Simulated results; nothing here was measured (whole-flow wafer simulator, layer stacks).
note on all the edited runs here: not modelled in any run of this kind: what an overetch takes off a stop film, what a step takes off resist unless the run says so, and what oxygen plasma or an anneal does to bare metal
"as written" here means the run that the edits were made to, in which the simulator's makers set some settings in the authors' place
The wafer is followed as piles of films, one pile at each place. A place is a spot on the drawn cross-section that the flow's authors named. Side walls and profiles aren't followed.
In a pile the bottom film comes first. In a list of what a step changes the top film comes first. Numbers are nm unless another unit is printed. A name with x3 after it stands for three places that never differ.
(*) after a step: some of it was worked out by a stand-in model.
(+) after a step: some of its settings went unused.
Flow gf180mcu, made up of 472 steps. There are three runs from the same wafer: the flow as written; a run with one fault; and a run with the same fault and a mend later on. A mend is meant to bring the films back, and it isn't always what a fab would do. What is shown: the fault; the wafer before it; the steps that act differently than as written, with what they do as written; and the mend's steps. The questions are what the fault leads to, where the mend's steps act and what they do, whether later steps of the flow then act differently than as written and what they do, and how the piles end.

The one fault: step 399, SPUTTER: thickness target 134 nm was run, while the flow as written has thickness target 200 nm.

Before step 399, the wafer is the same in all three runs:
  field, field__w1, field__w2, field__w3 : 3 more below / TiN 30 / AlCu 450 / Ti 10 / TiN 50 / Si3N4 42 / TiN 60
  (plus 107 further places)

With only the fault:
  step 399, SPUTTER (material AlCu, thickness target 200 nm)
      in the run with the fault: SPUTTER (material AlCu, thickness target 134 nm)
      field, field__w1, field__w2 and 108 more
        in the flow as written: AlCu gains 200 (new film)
        in the run with the fault: AlCu gains 134 (new film)
  Steps later in the flow that act otherwise than as written (4 other steps are not shown; they differ only slightly, by no more than 2% or 0.5 nm, whichever is larger):
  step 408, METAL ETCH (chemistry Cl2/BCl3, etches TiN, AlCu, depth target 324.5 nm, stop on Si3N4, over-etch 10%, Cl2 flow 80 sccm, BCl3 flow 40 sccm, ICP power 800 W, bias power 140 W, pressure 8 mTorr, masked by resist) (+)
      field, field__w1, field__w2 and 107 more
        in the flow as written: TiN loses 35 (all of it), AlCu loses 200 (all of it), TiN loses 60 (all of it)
        in the run with the fault: TiN loses 35 (all of it), AlCu loses 134 (all of it), TiN loses 60 (all of it)
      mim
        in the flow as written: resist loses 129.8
        in the run with the fault: resist loses 100.8
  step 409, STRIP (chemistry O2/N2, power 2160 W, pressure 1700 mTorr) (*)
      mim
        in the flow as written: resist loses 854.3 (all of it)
        in the run with the fault: resist loses 883.4 (all of it)
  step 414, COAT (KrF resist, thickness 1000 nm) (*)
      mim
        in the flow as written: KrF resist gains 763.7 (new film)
        in the run with the fault: KrF resist gains 814.6 (new film)
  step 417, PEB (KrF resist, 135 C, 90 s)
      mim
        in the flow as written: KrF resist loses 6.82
        in the run with the fault: KrF resist loses 7.63
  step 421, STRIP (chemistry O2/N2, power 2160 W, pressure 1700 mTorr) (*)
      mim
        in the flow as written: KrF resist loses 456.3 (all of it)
        in the run with the fault: KrF resist loses 506.3 (all of it)
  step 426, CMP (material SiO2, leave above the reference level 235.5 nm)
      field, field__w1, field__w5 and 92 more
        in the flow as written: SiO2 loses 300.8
        in the run with the fault: SiO2 loses 366.8
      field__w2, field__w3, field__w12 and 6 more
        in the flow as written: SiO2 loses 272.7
        in the run with the fault: SiO2 loses 338.7
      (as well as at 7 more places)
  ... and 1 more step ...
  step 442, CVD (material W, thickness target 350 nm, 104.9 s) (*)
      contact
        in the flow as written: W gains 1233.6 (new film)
        in the run with the fault: W gains 1167.1 (new film)
  The piles end different from the flow's at field__w4, field__w8, contact, m1, m1__w1, mim, mim_1p0, m1_nw by more than 2% or 0.5 nm, whichever is larger.
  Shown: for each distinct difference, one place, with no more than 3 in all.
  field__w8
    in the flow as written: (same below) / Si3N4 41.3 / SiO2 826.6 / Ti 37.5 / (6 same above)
    in the run with the fault: (same below) / Si3N4 41.3 / SiO2 760.6 / Ti 37.5 / (6 same above)
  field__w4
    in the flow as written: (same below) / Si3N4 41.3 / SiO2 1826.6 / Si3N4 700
    in the run with the fault: (same below) / Si3N4 41.3 / SiO2 1760.6 / Si3N4 700
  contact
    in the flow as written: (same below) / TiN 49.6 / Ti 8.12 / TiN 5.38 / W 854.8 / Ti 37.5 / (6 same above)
    in the run with the fault: (same below) / TiN 49.6 / Ti 8.43 / TiN 5.59 / W 788.3 / Ti 37.5 / (6 same above)

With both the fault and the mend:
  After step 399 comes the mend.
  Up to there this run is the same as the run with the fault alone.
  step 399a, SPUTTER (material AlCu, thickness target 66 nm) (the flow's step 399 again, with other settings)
      field, field__w1, field__w2 and 108 more
        AlCu gains 66
  Later steps of the flow that are run all act as written at every place that is followed.
  At every place that both follow, the piles at the end match the flow's.
